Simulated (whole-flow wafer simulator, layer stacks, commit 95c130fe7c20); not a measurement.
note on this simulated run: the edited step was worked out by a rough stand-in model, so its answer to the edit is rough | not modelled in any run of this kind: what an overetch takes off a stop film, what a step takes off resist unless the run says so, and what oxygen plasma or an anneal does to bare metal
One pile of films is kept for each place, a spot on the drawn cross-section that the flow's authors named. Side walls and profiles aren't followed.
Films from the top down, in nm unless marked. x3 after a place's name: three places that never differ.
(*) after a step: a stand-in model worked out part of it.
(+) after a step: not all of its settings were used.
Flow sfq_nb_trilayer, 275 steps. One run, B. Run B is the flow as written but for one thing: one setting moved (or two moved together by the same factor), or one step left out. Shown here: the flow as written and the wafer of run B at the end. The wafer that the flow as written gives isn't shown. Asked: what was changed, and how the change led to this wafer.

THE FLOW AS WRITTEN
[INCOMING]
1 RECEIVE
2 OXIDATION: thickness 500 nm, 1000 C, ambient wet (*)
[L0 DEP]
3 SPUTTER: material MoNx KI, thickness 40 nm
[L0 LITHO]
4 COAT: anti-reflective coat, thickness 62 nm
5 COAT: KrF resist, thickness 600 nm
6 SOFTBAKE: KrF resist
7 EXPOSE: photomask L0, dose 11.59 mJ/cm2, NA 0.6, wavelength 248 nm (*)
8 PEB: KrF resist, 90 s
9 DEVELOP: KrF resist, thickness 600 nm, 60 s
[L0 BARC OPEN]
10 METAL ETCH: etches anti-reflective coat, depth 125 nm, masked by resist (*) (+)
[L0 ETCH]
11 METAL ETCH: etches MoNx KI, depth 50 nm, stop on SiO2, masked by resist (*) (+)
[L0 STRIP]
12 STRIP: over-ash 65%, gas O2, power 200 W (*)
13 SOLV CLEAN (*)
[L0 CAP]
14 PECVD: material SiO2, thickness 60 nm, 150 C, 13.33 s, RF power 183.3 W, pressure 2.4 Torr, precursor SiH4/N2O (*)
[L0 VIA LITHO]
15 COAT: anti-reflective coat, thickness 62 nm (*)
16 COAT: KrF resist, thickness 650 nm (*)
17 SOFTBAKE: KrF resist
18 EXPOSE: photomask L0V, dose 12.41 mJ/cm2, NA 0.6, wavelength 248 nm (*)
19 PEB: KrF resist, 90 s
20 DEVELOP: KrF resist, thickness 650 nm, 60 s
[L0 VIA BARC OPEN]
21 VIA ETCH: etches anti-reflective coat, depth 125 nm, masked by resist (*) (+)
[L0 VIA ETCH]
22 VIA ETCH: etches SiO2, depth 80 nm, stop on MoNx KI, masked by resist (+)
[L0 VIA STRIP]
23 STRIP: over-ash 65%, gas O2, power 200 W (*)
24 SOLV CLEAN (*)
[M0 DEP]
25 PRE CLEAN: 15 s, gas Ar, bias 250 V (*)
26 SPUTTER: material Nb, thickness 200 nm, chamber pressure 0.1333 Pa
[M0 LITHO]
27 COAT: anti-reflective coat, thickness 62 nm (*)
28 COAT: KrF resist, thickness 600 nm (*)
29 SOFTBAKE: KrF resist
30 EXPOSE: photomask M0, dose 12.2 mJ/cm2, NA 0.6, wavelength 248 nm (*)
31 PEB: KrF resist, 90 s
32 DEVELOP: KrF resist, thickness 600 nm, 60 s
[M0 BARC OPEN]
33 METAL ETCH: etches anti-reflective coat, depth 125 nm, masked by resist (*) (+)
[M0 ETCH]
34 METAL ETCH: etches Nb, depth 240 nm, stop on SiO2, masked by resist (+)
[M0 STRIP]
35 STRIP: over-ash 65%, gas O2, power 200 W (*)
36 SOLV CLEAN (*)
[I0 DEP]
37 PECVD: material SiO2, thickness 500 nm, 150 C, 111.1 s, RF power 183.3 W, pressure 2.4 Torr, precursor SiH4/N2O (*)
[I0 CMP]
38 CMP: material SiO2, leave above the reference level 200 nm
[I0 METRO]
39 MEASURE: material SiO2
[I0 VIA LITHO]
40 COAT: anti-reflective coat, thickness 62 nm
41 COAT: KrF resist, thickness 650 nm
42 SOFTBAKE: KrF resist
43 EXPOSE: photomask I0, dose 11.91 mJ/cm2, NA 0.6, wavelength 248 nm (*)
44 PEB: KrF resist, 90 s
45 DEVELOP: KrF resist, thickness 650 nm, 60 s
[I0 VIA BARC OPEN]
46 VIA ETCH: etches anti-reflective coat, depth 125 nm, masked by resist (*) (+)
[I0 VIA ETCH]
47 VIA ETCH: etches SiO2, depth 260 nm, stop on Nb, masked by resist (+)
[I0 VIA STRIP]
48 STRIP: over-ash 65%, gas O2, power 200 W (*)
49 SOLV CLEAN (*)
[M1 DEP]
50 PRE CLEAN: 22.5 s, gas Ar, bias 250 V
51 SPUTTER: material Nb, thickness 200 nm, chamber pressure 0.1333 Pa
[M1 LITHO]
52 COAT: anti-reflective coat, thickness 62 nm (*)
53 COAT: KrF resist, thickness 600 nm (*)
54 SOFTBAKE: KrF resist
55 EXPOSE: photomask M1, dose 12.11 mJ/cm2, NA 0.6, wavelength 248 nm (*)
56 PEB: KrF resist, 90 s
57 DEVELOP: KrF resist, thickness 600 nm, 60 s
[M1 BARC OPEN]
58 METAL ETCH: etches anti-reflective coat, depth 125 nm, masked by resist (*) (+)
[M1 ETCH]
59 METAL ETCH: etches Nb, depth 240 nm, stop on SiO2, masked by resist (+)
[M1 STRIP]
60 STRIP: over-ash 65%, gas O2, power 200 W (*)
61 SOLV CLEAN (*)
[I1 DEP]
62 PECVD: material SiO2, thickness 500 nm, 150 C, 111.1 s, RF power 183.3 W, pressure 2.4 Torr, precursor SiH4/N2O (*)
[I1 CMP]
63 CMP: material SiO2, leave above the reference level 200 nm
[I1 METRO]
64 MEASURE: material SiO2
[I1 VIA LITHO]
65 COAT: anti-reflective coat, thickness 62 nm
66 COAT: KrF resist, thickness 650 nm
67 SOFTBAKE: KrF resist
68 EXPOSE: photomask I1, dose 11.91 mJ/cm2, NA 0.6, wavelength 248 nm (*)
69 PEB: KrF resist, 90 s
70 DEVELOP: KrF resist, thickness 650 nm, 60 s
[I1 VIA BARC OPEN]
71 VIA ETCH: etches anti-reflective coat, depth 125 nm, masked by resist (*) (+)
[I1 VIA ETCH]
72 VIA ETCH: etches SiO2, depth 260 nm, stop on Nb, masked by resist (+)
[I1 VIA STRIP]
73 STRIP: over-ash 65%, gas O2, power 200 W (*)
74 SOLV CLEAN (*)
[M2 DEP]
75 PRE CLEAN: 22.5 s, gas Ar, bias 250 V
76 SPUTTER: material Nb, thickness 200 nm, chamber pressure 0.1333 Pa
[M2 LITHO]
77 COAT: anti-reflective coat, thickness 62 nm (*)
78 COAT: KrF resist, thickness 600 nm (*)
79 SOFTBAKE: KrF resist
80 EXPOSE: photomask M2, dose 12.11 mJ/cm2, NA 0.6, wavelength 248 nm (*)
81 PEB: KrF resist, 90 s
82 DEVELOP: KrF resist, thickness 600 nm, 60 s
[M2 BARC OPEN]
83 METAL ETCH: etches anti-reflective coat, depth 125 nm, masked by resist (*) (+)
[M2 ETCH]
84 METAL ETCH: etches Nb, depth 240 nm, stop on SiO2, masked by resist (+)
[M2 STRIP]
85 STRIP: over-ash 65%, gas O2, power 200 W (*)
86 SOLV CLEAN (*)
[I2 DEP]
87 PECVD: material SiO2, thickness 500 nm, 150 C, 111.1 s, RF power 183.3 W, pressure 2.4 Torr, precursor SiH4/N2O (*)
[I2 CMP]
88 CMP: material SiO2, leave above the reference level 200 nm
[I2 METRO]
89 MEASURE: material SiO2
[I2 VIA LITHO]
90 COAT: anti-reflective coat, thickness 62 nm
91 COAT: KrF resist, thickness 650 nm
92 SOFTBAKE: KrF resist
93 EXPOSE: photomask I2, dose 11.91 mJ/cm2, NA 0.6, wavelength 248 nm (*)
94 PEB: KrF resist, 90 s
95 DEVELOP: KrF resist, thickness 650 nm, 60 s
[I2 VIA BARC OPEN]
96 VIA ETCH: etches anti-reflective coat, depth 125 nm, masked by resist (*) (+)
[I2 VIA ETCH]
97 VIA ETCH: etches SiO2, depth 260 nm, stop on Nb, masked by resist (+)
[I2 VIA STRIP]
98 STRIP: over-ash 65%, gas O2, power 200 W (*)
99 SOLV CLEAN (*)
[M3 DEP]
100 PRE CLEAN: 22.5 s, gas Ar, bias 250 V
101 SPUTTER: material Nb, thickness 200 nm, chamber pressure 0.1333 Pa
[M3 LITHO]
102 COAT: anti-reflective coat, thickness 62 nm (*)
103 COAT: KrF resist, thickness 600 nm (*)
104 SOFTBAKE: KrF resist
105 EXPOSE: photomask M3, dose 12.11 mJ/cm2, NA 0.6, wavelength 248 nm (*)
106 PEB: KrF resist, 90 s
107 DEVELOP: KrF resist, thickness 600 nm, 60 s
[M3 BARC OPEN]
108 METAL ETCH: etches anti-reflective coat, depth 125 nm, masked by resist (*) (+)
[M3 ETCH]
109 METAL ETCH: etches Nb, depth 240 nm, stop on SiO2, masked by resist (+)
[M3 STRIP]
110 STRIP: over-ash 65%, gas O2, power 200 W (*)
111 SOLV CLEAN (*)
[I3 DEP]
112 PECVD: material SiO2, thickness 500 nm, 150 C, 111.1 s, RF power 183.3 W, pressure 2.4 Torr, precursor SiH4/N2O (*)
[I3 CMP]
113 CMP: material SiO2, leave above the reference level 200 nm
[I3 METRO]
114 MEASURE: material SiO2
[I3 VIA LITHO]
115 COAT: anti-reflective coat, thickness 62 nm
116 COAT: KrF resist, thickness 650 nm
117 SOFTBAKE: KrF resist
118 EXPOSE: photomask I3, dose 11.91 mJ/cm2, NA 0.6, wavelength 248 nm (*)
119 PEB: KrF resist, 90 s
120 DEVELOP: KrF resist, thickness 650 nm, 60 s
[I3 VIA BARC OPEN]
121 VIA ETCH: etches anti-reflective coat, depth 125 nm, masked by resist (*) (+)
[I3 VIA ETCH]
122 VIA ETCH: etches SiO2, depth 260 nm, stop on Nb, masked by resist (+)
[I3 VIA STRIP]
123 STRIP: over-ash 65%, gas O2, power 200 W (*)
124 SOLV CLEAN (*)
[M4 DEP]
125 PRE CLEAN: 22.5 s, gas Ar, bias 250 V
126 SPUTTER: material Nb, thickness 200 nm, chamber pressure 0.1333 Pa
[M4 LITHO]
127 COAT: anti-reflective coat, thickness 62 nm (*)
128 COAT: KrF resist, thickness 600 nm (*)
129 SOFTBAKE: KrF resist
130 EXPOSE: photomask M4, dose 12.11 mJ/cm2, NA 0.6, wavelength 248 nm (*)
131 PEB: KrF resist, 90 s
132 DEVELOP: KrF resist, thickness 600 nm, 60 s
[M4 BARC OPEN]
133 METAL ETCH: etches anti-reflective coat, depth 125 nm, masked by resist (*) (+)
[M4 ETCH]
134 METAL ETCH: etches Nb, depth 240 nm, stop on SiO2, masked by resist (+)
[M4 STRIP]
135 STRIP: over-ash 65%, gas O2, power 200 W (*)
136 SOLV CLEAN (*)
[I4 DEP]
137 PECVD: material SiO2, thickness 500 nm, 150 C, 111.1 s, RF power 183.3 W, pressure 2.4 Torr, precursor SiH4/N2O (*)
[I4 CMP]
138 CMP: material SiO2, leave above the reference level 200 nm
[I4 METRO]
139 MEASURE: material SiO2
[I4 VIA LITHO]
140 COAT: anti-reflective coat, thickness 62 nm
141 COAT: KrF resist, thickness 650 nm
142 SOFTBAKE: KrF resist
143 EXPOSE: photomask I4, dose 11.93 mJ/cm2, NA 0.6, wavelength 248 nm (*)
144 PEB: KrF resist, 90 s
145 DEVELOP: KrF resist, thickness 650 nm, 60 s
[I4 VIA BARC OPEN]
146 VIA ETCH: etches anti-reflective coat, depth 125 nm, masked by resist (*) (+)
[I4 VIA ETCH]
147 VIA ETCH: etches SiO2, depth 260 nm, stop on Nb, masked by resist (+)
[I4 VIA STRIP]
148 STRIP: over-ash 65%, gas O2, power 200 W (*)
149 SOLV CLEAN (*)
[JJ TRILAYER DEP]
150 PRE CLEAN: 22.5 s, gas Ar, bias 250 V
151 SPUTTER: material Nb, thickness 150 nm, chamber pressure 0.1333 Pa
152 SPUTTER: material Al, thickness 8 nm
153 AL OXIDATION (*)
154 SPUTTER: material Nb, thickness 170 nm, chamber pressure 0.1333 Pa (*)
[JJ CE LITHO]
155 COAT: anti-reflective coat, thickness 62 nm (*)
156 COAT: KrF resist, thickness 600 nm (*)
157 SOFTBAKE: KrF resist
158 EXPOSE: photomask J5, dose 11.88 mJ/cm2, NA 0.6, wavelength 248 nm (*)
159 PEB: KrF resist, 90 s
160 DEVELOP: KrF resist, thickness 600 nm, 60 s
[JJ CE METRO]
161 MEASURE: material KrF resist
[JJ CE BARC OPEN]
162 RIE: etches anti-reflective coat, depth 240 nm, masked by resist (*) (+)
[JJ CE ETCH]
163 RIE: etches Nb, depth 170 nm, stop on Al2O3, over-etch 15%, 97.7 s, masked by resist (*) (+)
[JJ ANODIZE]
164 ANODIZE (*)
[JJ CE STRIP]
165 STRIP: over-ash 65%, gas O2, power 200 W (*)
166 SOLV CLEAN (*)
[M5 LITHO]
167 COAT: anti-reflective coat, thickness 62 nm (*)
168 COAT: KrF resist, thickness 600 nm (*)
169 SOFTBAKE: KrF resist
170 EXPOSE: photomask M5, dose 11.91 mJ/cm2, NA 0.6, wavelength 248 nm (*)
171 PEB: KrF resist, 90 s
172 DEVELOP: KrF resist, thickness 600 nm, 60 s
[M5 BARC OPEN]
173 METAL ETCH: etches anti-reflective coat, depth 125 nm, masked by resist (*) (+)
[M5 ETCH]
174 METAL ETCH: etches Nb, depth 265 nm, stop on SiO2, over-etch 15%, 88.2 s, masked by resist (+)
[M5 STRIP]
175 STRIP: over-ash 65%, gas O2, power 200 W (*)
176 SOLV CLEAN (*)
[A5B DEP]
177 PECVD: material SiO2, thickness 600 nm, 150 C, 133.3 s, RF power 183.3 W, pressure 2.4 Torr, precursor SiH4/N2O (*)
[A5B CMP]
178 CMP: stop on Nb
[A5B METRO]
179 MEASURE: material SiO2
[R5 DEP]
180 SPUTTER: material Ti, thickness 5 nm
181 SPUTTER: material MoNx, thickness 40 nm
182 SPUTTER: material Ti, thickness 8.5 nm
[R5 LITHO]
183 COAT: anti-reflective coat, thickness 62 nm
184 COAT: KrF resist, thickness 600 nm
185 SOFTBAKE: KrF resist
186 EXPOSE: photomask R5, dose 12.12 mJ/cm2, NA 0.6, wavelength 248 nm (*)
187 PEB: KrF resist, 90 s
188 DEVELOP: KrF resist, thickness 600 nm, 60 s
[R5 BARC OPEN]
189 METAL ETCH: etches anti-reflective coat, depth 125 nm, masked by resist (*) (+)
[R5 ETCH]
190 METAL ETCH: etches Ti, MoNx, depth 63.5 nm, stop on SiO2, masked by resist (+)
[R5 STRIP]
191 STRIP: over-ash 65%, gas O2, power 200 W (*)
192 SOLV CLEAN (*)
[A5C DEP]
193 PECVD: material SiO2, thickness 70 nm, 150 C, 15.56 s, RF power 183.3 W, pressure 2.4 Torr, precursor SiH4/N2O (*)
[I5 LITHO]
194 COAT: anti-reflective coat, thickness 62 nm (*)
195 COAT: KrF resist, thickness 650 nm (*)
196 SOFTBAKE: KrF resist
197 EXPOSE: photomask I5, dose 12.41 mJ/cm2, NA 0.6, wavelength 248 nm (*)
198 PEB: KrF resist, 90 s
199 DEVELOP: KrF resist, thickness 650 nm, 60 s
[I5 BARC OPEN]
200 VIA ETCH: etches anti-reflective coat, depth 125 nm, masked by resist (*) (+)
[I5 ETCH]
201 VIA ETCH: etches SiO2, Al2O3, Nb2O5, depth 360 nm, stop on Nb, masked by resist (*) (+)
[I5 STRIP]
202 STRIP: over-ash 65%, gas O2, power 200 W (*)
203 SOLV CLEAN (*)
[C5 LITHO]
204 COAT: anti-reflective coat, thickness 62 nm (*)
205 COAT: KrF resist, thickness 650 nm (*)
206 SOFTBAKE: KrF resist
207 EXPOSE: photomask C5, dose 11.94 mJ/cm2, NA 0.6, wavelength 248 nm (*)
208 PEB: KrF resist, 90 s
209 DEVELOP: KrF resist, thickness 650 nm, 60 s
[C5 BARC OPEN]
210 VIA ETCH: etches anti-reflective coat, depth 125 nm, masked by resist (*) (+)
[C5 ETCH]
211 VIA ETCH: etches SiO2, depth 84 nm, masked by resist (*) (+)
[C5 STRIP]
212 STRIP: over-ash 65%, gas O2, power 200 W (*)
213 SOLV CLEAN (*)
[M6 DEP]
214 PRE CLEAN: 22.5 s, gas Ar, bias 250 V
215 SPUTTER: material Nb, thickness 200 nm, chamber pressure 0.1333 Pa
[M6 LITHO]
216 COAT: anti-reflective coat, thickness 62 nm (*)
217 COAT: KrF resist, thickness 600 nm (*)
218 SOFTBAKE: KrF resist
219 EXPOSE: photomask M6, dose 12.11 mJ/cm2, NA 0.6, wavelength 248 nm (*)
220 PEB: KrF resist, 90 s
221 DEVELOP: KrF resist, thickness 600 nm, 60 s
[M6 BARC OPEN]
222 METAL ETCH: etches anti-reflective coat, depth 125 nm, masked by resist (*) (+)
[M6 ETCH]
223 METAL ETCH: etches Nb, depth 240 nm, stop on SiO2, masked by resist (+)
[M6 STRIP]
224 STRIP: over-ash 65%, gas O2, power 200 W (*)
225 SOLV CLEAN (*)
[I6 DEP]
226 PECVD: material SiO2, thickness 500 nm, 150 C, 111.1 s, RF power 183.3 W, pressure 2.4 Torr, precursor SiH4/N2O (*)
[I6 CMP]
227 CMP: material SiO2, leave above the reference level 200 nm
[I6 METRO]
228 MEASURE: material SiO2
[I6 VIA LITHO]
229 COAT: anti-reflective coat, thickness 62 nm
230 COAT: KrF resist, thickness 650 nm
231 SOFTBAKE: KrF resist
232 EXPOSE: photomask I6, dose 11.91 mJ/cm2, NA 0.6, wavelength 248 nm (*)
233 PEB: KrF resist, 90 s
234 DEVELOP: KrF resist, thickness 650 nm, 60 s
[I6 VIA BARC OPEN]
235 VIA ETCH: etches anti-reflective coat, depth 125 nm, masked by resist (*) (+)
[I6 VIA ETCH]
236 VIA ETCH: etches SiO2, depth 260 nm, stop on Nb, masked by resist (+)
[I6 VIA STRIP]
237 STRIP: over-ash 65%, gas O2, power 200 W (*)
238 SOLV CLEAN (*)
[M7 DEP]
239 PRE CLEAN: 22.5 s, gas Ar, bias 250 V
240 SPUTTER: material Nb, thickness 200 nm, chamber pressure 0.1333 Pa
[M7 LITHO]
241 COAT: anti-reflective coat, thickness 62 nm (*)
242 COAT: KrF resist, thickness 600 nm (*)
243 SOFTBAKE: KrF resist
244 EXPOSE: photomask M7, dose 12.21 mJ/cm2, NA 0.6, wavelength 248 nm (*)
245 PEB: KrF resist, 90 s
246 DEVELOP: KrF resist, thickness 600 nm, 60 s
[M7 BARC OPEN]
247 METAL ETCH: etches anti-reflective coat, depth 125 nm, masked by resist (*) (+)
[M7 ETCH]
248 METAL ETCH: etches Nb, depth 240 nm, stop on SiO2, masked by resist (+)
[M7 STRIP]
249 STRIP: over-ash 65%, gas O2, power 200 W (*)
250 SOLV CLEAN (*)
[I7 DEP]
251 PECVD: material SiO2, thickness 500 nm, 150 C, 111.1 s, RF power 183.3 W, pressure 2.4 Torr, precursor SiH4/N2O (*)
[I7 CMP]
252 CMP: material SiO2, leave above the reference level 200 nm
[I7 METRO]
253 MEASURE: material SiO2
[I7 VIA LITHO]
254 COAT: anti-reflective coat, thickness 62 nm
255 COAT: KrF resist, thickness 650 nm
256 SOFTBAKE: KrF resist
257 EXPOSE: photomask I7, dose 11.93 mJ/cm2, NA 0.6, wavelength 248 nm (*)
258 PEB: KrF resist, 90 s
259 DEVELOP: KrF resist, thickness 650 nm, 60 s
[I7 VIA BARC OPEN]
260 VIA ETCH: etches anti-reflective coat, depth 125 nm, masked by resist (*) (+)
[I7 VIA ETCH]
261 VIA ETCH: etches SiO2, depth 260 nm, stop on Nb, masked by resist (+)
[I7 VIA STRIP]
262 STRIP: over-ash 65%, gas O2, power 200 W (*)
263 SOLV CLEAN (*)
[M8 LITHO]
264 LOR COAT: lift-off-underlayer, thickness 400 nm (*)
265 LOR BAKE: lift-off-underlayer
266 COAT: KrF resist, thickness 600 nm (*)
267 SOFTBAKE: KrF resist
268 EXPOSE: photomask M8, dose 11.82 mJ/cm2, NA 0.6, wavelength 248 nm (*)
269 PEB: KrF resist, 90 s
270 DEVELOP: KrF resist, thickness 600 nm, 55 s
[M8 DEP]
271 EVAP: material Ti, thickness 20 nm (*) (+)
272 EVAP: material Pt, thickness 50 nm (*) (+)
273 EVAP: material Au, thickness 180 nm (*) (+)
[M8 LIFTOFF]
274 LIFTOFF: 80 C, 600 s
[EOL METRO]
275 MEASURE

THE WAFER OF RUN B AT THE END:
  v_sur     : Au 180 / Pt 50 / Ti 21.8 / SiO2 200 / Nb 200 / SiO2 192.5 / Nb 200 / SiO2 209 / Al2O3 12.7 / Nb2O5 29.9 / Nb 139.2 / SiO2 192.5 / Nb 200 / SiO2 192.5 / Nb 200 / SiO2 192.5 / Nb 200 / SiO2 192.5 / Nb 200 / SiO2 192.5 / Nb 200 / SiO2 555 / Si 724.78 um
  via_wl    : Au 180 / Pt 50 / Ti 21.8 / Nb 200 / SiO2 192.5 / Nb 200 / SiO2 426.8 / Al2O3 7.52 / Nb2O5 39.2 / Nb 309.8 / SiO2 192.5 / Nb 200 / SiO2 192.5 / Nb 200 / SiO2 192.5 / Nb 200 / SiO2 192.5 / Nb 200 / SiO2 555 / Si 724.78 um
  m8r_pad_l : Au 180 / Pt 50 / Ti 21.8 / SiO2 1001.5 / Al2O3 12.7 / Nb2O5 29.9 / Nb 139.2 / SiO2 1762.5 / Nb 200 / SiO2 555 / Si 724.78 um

The cause: step 271, EVAP: thickness 21.8 nm was run, where the flow has thickness 20 nm.
It can be read off the wafer: v_sur has Ti 21.8, and step 271 as written asks for 20 nm.

How the change led to this, step by step:
  271 EVAP: material Ti, thickness 20 nm (*) (+)
      field_l, v_sur, via_wl and 103 more: Ti +21.8 (new film) (as written it would be: Ti +20 (new film))
  274 LIFTOFF: 80 C, 600 s
      p4_fl, p4_fm, p4_w1 and 71 more: Au -180 (all of it), Pt -50 (all of it), Ti -21.8 (all of it), KrF resist -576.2 (all of it), lift-off-underlayer -400 (all of it) (as written it would be: Au -180 (all of it), Pt -50 (all of it), Ti -20 (all of it), KrF resist -576.2 (all of it), lift-off-underlayer -400 (all of it))
      c5j, ce_r: Au -180 (all of it), Pt -50 (all of it), Ti -21.8 (all of it), KrF resist -573.3 (all of it), lift-off-underlayer -399.3 (all of it) (as written it would be: Au -180 (all of it), Pt -50 (all of it), Ti -20 (all of it), KrF resist -573.3 (all of it), lift-off-underlayer -399.3 (all of it))
      (and at 19 more places)
